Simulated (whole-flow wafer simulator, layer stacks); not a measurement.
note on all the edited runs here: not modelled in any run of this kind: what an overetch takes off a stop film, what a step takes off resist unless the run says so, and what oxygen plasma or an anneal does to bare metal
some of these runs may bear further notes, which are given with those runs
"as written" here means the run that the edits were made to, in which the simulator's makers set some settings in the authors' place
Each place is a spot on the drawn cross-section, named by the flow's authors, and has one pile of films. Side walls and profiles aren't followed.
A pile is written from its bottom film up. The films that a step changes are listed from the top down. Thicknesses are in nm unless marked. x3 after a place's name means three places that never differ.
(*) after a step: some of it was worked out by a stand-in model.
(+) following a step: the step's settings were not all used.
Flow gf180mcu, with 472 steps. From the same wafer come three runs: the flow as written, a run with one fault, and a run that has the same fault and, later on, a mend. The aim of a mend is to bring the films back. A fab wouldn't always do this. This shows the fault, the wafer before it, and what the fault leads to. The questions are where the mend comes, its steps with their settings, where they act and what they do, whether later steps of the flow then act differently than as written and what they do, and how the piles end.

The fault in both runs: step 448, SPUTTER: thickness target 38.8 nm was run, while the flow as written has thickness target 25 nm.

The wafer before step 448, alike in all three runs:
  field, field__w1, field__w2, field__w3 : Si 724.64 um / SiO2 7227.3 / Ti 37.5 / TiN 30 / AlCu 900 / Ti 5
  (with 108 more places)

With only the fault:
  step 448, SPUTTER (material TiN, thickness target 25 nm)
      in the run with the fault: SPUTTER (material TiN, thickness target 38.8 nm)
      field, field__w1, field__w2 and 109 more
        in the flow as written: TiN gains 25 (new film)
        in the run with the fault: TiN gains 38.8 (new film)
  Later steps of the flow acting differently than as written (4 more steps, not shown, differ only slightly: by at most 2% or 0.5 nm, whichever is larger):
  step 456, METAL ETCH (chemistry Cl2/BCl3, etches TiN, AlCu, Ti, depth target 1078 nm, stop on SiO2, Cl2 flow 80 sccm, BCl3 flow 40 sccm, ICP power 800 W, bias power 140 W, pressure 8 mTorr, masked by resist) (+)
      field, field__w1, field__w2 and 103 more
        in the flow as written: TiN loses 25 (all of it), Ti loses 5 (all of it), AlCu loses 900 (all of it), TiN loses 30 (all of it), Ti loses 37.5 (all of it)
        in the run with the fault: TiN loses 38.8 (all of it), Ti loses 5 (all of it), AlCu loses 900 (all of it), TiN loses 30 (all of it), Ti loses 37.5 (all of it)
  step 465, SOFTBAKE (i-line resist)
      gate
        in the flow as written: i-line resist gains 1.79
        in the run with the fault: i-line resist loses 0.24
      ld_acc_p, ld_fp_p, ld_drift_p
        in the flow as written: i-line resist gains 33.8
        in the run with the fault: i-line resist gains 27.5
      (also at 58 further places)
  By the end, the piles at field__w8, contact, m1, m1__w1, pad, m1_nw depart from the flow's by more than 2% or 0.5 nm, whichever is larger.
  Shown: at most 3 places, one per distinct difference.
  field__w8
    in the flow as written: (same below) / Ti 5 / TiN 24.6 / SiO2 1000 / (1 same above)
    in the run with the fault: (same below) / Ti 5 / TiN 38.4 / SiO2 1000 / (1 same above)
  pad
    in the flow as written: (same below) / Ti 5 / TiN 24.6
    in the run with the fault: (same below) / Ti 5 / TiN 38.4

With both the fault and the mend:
  The mend stands after step 455.
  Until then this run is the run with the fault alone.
  step 455a, STRIP (chemistry O2/N2, power 2160 W, pressure 1700 mTorr) (*)
      field__w8, contact, m1, m1__w1, pad, m1_nw
        resist loses 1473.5 (all of it)
  step 455b, METAL ETCH (chemistry Cl2/BCl3, etches TiN, AlCu, Ti, depth target 13.8 nm, Cl2 flow 80 sccm, BCl3 flow 40 sccm, ICP power 800 W, bias power 140 W, pressure 8 mTorr) (the flow's step 260, run once more with other settings)
      field, field__w1, field__w2 and 109 more
        TiN loses 13.8
  step 455c, HMDS (120 C, 60 s) (the flow's step 450, run once more)
      alters no film at any place that is followed
  step 455d, COAT (resist, thickness 1500 nm) (the flow's step 451, run once more)
      field, field__w1, field__w2 and 109 more
        resist gains 1500 (new film)
  step 455e, SOFTBAKE (resist) (the flow's step 452, run once more)
      alters no film at any place that is followed
  step 455f, EXPOSE (photomask MetalTop) (the flow's step 453, run once more)
      alters no film at any place that is followed
  step 455g, PEB (resist, 70.3 s) (the flow's step 454, run once more)
      field, field__w1, field__w2 and 109 more
        resist loses 26.5
  step 455h, DEVELOP (thickness 1500 nm, 60 s) (the flow's step 455, run once more)
      field, field__w1, field__w2 and 103 more
        resist loses 1473.5 (all of it)
  Every later step of the flow that is run acts as written at every place that is followed.
  The piles end the same as the flow's at every place that both follow.
